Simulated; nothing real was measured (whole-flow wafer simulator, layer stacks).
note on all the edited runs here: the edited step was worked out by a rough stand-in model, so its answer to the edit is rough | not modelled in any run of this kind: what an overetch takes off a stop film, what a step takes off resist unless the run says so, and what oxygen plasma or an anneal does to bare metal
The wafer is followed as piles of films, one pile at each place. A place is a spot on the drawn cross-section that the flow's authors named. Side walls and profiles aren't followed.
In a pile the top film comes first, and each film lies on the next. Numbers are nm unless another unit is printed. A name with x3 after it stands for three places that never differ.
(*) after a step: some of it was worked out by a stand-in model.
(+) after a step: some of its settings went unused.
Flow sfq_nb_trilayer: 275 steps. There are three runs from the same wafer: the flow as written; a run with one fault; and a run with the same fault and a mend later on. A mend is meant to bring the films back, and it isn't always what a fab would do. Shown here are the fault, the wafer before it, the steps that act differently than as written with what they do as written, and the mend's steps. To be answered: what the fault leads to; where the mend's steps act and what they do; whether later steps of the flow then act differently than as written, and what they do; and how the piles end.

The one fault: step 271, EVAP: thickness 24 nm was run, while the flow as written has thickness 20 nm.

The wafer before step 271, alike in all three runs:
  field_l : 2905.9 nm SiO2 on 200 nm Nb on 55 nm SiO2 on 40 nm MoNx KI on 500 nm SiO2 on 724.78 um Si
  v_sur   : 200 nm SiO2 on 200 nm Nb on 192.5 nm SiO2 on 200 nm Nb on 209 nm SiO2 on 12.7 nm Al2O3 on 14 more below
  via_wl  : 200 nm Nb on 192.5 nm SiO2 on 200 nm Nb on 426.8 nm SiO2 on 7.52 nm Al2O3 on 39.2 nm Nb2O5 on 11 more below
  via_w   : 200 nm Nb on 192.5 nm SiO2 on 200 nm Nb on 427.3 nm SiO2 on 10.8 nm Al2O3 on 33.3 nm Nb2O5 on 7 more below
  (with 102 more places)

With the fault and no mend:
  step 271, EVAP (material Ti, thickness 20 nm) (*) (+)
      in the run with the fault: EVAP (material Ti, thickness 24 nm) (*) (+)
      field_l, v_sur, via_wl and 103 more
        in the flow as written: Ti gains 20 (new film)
        in the run with the fault: Ti gains 24 (new film)
  Later steps of the flow acting differently than as written:
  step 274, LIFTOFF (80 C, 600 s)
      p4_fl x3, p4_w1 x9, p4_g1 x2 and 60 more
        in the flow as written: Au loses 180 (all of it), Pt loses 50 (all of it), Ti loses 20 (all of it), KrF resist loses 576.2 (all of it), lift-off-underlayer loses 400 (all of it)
        in the run with the fault: Au loses 180 (all of it), Pt loses 50 (all of it), Ti loses 24 (all of it), KrF resist loses 576.2 (all of it), lift-off-underlayer loses 400 (all of it)
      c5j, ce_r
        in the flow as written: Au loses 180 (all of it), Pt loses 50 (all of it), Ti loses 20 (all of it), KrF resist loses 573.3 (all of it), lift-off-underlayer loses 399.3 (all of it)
        in the run with the fault: Au loses 180 (all of it), Pt loses 50 (all of it), Ti loses 24 (all of it), KrF resist loses 573.3 (all of it), lift-off-underlayer loses 399.3 (all of it)
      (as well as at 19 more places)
  The piles end different from the flow's at field_l, v_sur, via_wl and 8 more by more than 2% or 0.5 nm, whichever is larger.
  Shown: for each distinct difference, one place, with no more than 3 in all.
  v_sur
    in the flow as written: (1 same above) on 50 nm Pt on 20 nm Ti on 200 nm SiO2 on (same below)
    in the run with the fault: (1 same above) on 50 nm Pt on 24 nm Ti on 200 nm SiO2 on (same below)
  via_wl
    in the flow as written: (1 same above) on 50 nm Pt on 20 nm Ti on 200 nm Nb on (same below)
    in the run with the fault: (1 same above) on 50 nm Pt on 24 nm Ti on 200 nm Nb on (same below)
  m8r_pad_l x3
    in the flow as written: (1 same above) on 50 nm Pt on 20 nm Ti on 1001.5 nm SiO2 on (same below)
    in the run with the fault: (1 same above) on 50 nm Pt on 24 nm Ti on 1001.5 nm SiO2 on (same below)

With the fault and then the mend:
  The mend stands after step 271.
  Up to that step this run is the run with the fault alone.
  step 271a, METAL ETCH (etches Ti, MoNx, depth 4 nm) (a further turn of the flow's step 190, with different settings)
      field_l, v_sur, via_wl and 103 more
        Ti loses 4
  None of the later steps of the flow acts differently than as written at any place that is followed.
  By the end, the piles equal the flow's at every place that both follow.
